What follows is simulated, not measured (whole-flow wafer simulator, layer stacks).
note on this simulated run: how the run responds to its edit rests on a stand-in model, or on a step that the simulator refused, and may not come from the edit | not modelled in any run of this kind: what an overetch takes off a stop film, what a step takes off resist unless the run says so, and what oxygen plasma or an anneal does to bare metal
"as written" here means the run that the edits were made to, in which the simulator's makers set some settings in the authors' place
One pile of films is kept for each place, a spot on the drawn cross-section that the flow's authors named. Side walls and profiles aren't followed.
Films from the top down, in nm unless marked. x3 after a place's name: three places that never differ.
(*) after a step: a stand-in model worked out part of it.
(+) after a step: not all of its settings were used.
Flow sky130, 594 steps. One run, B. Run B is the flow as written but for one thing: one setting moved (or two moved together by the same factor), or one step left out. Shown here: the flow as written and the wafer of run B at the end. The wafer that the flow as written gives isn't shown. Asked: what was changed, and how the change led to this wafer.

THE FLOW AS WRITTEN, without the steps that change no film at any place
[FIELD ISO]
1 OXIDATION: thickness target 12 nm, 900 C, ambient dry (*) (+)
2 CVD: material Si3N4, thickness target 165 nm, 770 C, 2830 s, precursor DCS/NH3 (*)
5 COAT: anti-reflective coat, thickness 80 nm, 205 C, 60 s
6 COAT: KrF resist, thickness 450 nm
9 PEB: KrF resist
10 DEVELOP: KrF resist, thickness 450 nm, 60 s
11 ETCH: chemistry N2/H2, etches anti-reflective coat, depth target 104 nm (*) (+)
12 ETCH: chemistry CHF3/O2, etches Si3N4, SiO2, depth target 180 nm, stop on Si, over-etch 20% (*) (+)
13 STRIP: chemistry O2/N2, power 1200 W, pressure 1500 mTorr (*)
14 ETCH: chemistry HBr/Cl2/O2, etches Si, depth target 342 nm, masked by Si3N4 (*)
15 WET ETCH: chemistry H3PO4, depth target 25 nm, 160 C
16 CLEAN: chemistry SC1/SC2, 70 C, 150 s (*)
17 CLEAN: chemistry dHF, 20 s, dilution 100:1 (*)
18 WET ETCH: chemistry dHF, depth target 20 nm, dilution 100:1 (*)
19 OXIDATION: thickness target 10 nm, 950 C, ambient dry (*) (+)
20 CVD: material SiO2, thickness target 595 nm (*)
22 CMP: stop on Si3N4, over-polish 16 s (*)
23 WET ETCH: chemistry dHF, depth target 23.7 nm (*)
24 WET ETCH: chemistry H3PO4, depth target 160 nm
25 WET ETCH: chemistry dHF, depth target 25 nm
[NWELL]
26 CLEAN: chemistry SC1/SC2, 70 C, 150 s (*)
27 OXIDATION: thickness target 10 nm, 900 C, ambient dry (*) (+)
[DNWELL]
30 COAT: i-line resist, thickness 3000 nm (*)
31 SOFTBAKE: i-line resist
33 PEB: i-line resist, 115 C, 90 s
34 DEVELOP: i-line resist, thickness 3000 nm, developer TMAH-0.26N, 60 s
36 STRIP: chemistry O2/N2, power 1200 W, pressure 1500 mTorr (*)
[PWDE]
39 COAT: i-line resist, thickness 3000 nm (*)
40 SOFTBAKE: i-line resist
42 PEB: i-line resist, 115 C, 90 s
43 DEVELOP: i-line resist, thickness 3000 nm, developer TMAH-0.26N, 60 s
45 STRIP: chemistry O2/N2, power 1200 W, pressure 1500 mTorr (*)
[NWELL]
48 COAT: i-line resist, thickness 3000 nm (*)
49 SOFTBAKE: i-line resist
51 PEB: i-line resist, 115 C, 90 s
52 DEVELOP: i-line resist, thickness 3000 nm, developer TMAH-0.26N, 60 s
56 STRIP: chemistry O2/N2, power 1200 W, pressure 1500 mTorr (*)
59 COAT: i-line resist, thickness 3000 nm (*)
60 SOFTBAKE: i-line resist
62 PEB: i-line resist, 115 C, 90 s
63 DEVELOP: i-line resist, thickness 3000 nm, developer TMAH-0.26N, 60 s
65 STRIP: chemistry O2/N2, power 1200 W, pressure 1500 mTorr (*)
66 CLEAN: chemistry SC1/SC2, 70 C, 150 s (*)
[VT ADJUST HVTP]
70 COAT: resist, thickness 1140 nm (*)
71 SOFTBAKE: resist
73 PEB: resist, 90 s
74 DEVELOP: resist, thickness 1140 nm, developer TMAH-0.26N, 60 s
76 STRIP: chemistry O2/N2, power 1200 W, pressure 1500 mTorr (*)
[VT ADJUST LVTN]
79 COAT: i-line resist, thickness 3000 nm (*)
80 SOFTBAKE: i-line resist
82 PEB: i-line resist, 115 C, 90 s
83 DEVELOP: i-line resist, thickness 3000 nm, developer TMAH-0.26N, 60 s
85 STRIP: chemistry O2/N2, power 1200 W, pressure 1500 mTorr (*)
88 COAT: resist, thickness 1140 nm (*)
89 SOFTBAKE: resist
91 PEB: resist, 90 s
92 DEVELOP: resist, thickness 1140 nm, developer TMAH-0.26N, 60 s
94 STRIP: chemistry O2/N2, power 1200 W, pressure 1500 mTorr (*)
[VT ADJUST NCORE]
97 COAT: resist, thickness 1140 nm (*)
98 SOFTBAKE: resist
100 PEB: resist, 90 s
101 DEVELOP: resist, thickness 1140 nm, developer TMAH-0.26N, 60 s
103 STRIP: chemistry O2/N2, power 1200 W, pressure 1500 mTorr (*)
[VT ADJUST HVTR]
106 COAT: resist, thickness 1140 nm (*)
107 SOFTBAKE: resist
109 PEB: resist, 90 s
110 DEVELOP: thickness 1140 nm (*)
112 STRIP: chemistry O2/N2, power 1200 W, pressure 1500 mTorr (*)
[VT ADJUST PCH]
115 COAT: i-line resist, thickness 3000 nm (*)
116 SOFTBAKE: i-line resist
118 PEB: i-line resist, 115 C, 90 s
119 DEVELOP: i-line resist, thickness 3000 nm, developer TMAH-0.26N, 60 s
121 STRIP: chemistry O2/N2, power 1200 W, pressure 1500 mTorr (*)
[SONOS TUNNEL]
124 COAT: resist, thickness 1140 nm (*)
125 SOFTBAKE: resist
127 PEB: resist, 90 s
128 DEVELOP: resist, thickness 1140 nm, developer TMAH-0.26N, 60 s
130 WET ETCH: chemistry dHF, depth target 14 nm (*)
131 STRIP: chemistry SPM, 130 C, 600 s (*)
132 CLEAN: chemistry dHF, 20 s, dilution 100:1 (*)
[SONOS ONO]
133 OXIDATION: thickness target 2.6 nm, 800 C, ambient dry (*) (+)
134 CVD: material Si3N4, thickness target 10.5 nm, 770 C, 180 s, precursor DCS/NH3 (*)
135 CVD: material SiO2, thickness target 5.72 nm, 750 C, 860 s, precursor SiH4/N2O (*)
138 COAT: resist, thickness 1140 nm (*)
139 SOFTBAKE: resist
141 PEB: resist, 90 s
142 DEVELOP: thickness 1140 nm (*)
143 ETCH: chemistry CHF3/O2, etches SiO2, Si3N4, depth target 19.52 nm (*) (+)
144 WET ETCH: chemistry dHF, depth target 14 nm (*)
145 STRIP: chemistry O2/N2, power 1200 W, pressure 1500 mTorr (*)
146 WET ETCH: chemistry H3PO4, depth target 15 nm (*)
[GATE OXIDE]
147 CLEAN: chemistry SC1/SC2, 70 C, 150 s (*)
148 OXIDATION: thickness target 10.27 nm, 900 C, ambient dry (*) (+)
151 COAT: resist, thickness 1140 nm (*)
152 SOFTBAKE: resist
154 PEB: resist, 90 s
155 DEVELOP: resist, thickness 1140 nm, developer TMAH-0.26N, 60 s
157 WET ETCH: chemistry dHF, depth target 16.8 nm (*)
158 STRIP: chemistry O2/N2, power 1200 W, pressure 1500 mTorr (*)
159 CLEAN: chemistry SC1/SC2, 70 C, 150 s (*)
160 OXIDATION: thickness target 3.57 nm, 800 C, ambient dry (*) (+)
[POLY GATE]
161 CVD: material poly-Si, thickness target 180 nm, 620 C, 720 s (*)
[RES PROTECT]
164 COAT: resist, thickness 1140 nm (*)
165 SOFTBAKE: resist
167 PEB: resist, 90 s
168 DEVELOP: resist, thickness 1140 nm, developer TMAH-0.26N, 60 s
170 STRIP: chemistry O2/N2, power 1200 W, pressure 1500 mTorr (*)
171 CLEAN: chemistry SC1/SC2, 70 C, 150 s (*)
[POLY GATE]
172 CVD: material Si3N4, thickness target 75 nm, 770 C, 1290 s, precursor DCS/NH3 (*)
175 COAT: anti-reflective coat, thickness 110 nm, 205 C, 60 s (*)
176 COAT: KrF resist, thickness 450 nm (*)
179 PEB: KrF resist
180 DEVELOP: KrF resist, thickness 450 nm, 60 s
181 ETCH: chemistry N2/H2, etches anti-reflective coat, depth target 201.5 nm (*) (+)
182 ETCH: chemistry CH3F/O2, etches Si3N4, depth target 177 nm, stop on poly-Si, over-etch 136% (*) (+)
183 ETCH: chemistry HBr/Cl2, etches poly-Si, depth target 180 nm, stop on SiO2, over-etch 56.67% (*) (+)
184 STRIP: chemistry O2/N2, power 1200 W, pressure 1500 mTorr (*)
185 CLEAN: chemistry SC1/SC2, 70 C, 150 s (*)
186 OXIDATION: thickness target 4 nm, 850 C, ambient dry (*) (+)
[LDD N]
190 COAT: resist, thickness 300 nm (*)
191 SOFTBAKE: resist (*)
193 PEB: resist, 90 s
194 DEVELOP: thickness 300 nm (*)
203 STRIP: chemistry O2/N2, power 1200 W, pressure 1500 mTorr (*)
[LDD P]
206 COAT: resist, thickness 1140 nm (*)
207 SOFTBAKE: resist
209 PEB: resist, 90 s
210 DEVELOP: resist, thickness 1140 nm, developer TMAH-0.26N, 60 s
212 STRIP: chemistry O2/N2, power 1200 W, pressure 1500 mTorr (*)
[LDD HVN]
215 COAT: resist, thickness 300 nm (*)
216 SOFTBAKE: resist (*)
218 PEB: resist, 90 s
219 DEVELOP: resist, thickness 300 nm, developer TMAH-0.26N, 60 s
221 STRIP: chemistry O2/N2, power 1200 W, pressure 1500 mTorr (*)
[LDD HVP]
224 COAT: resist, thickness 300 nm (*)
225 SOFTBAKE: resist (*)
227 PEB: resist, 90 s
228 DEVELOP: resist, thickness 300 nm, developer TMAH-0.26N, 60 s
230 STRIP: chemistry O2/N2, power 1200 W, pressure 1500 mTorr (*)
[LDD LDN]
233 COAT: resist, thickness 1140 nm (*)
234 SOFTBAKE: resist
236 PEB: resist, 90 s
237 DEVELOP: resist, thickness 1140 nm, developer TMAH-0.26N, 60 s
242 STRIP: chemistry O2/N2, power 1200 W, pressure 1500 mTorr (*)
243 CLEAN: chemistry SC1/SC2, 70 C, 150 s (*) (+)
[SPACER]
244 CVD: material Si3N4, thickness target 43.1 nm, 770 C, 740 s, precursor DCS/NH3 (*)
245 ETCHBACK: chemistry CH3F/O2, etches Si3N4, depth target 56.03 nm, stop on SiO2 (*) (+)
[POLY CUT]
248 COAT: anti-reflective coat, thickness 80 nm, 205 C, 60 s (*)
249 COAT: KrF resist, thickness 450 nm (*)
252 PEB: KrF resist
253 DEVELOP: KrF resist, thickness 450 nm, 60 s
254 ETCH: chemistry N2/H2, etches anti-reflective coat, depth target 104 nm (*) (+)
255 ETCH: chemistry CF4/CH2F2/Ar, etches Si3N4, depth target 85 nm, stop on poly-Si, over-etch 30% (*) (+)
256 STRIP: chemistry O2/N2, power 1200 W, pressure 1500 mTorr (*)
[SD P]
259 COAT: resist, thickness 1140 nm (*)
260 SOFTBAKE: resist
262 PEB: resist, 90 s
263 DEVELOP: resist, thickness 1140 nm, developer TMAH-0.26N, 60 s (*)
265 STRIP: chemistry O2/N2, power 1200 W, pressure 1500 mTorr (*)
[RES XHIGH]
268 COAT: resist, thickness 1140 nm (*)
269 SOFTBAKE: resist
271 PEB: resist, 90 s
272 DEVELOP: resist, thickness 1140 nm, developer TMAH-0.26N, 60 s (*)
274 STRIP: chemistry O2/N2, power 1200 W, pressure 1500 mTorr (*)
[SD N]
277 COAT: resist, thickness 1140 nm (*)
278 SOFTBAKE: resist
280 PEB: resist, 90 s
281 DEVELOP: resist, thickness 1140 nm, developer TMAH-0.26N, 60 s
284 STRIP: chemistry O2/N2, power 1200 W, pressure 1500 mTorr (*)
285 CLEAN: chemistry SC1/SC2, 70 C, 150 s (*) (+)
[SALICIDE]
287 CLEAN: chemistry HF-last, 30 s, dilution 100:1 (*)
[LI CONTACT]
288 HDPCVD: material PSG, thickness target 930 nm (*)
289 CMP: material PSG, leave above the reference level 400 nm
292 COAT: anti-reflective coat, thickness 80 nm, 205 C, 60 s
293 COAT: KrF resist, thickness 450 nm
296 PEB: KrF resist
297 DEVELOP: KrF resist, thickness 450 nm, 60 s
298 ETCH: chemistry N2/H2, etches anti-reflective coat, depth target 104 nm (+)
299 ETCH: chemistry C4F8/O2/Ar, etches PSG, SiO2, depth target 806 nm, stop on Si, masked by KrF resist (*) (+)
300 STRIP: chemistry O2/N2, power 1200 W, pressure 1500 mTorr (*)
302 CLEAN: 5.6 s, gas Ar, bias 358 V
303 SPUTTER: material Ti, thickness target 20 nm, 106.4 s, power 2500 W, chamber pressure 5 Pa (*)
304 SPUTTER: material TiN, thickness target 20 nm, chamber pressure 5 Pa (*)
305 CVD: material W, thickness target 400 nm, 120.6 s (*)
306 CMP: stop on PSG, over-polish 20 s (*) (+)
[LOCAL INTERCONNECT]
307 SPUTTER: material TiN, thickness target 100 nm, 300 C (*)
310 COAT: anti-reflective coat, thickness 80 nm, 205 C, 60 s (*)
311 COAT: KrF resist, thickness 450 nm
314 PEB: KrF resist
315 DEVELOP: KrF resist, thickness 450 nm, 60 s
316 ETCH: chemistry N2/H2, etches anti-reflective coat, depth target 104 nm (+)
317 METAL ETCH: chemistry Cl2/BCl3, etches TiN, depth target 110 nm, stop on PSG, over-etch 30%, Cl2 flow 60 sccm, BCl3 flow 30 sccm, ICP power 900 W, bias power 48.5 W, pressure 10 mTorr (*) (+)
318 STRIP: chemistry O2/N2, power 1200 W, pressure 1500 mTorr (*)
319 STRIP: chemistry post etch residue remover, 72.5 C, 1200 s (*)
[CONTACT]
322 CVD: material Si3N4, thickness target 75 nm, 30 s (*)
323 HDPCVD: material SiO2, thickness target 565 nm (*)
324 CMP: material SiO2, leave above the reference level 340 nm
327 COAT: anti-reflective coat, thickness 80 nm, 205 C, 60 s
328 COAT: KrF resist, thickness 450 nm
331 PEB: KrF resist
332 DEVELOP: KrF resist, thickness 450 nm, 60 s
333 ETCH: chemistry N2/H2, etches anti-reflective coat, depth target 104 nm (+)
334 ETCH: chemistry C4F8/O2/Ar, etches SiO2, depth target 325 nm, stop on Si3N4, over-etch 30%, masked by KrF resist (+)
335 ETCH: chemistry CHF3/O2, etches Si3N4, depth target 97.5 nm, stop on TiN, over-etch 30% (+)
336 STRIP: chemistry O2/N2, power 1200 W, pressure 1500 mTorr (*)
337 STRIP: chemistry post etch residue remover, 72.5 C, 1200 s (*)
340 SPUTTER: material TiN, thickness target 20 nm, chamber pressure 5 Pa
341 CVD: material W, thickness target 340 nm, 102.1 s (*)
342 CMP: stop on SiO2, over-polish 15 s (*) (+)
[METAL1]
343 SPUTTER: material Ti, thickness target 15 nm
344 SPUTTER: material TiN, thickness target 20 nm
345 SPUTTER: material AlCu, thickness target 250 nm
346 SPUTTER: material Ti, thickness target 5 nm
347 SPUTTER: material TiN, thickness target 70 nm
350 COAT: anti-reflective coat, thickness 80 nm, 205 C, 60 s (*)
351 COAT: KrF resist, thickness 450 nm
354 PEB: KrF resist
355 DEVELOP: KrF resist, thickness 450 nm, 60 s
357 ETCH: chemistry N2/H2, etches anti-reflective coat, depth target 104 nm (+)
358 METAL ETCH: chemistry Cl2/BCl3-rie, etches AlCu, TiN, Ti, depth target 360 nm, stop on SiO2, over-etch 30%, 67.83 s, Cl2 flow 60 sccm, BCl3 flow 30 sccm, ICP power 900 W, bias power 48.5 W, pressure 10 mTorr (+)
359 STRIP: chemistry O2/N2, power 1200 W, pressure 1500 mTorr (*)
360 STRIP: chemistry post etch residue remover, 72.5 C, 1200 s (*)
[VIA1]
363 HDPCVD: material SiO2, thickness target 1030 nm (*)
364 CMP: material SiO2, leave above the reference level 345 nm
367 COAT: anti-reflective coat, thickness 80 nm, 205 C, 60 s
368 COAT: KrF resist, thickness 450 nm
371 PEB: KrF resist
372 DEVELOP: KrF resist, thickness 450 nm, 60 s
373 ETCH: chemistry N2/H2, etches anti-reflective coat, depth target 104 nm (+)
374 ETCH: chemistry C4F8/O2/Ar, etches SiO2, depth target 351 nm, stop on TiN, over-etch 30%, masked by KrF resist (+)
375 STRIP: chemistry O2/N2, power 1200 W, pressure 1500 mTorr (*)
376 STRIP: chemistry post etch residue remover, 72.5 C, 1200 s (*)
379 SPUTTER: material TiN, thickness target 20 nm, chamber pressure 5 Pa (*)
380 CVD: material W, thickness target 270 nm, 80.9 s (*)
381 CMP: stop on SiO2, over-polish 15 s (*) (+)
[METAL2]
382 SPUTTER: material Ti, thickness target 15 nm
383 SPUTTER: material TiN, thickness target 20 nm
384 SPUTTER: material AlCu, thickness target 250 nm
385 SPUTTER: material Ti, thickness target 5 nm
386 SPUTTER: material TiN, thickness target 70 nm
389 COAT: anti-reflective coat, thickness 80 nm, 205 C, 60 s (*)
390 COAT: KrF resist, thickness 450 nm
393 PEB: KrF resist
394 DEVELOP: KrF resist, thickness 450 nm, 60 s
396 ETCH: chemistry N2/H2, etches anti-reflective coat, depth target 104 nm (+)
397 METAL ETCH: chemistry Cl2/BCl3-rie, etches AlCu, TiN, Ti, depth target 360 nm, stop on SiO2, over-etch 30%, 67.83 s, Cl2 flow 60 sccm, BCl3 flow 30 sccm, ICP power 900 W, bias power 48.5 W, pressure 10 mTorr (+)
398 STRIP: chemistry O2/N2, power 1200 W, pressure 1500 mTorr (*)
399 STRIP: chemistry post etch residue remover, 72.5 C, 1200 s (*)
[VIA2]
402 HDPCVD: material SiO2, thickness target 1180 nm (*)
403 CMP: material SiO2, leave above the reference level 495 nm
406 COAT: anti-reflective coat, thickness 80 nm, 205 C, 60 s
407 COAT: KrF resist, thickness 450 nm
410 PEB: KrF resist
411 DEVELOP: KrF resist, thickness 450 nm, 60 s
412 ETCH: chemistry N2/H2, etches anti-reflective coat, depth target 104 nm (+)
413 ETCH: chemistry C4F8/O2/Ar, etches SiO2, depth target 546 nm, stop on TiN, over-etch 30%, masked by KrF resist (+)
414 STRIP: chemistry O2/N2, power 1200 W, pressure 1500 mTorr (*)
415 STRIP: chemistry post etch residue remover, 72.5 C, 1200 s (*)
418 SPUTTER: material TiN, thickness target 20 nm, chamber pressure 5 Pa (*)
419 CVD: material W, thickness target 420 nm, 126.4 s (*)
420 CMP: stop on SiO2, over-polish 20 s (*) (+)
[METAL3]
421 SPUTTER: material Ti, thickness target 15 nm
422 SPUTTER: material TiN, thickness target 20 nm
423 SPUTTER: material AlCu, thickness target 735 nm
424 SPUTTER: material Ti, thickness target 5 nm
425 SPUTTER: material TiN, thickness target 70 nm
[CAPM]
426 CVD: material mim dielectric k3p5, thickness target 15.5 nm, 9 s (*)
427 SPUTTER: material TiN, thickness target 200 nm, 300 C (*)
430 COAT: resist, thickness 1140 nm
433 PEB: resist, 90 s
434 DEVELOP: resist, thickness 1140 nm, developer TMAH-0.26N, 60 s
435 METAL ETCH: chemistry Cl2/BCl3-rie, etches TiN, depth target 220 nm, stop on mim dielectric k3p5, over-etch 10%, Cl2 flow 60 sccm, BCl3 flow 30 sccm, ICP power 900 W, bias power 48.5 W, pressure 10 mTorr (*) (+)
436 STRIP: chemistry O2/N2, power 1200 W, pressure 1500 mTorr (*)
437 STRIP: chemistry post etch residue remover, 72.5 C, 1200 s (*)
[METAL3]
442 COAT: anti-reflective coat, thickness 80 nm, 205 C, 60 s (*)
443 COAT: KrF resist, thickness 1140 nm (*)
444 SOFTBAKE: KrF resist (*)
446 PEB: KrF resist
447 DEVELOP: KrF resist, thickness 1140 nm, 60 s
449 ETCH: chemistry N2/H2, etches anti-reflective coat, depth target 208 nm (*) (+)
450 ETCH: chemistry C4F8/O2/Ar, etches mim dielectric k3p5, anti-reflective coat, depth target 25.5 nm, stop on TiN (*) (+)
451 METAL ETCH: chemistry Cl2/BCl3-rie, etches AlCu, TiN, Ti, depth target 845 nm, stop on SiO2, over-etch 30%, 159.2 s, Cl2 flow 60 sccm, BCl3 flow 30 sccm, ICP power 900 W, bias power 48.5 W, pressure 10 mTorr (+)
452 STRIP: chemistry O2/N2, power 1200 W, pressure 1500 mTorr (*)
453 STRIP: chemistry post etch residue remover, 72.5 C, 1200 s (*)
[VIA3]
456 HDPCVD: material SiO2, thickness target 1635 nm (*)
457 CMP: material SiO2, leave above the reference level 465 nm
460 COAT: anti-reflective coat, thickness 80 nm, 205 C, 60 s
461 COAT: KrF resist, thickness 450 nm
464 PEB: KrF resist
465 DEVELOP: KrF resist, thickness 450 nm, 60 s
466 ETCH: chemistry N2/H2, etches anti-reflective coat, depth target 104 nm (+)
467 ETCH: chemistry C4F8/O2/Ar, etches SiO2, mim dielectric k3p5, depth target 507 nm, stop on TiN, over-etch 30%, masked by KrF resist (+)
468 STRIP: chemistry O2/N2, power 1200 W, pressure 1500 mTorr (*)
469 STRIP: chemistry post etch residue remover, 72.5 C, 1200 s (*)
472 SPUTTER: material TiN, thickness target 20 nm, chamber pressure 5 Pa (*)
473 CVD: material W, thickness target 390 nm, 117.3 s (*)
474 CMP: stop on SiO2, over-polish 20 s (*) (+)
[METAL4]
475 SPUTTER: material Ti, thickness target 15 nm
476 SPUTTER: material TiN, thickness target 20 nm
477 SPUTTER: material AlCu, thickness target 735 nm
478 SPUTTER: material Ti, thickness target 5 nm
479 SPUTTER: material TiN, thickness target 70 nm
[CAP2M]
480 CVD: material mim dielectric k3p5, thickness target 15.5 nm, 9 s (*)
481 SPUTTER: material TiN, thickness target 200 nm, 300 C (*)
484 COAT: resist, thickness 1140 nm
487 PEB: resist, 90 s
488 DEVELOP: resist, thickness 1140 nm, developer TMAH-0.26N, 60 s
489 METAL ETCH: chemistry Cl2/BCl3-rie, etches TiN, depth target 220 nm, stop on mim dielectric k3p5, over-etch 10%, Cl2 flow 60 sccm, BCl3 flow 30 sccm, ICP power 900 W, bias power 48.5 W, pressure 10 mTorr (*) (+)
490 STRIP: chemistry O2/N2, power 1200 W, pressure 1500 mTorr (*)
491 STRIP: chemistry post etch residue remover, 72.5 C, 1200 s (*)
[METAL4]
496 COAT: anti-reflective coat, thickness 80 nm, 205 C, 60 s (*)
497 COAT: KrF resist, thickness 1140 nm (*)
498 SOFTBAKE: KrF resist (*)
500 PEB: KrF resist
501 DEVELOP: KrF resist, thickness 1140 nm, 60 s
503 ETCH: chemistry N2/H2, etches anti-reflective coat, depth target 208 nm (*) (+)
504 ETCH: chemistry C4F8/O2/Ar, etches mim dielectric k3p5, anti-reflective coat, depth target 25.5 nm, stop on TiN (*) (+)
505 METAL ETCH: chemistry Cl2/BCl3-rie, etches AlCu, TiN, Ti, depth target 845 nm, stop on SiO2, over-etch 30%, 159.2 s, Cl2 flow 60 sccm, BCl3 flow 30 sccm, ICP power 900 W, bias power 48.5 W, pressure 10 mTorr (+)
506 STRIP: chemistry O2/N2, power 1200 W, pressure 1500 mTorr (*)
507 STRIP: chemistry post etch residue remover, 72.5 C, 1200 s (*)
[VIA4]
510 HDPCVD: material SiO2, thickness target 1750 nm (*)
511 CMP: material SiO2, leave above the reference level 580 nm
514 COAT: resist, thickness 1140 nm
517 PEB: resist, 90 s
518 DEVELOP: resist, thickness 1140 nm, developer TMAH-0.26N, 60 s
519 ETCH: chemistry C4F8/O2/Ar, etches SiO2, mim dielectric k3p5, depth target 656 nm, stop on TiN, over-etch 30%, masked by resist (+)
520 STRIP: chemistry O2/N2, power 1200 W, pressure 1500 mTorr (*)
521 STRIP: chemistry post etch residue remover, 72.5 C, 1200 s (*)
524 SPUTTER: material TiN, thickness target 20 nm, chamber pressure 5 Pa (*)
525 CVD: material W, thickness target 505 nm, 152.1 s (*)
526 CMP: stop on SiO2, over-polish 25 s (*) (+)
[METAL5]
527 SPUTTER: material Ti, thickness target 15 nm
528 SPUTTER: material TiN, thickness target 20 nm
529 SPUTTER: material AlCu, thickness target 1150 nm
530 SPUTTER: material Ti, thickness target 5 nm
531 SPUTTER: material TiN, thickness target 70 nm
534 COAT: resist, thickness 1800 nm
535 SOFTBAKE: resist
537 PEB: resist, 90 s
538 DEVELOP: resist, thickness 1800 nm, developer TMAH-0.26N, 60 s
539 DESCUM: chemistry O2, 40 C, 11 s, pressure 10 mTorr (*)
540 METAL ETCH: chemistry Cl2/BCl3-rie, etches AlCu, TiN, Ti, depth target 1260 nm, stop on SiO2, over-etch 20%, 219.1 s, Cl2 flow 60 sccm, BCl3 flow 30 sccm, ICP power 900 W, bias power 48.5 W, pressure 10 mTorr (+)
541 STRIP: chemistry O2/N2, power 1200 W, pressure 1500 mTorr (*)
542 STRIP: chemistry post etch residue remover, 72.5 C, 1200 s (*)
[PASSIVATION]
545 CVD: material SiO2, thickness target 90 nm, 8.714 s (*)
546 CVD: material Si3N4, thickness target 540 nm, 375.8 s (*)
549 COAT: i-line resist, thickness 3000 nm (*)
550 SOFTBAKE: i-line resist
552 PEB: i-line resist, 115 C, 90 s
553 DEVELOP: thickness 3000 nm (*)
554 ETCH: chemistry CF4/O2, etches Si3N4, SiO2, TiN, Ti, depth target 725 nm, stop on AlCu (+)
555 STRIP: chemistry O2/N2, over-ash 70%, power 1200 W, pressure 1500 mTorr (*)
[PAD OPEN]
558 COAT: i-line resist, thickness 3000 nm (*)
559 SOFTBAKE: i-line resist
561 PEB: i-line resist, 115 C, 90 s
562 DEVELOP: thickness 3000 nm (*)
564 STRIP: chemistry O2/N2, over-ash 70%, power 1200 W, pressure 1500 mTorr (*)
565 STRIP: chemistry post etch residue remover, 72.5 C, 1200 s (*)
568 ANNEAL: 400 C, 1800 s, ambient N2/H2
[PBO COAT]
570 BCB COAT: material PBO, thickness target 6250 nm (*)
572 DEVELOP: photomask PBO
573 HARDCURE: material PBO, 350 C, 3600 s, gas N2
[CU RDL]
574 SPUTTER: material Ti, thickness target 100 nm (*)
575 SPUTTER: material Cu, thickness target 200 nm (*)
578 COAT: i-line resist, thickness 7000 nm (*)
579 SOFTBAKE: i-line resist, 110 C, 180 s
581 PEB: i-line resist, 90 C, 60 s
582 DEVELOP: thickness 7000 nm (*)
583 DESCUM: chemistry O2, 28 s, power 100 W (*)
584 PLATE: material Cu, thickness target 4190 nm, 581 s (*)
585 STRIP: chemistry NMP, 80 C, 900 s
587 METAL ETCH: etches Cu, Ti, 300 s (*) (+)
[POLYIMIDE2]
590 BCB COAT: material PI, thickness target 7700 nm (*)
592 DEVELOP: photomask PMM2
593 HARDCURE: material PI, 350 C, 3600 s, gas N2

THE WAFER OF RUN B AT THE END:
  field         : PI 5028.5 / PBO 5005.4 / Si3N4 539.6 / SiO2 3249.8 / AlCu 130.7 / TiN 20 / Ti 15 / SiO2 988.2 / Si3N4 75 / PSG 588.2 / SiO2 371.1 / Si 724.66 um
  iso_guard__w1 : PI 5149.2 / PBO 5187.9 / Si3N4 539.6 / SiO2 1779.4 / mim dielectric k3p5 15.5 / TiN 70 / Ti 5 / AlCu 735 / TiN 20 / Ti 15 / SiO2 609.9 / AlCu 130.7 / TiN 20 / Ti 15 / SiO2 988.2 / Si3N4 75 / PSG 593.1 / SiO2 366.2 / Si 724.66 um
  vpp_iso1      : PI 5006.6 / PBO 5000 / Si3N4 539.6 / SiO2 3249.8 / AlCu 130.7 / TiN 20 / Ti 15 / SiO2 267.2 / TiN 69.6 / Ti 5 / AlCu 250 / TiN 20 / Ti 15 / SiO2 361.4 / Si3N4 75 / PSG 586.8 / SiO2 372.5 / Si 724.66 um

The cause: step 397, METAL ETCH: depth target 144 nm was run, where the flow has depth target 360 nm.

How the change led to this, step by step:
  397 METAL ETCH: chemistry Cl2/BCl3-rie, etches AlCu, TiN, Ti, depth target 360 nm, stop on SiO2, over-etch 30%, 67.83 s, Cl2 flow 60 sccm, BCl3 flow 30 sccm, ICP power 900 W, bias power 48.5 W, pressure 10 mTorr (+)
      field, active, gate and 82 more: TiN -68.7 (all of it), Ti -5 (all of it), AlCu -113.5 (as written it would be: TiN -68.7 (all of it), Ti -5 (all of it), AlCu -250 (all of it), TiN -20 (all of it), Ti -15 (all of it), SiO2 -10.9)
      n_well, p_well, gate_hv and 103 more: KrF resist -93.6 (as written it would be: KrF resist -234)
  398 STRIP: chemistry O2/N2, power 1200 W, pressure 1500 mTorr (*)
      n_well, p_well, gate_hv and 101 more: KrF resist -281.8 (all of it), anti-reflective coat -80 (all of it) (as written it would be: KrF resist -141.4 (all of it), anti-reflective coat -80 (all of it))
      m1, via1_hole: KrF resist -281.9 (all of it), anti-reflective coat -80.4 (all of it) (as written it would be: KrF resist -141.5 (all of it), anti-reflective coat -80.4 (all of it))
  399 STRIP: chemistry post etch residue remover, 72.5 C, 1200 s (*)
      field, active, gate and 82 more: AlCu -5.72 (as written it would be: nothing)
  402 HDPCVD: material SiO2, thickness target 1180 nm (*)
      field, active, gate and 82 more: SiO2 +1180 (new film) (as written it would be: SiO2 +1180)
  403 CMP: material SiO2, leave above the reference level 495 nm
      field, active, gate and 82 more: SiO2 -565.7 (as written it would be: SiO2 -389.1)
Counting metal films that touch as one body, field has 1 body; the flow as written gives 0 bodies.
Counting metal films that touch as one body, iso_guard__w1 has 2 bodies (between them, from the top down: SiO2 609.9); the flow as written gives 1 body.
Counting metal films that touch as one body, vpp_iso1 has 2 bodies (between them, from the top down: SiO2 267.2); the flow as written gives 1 body.
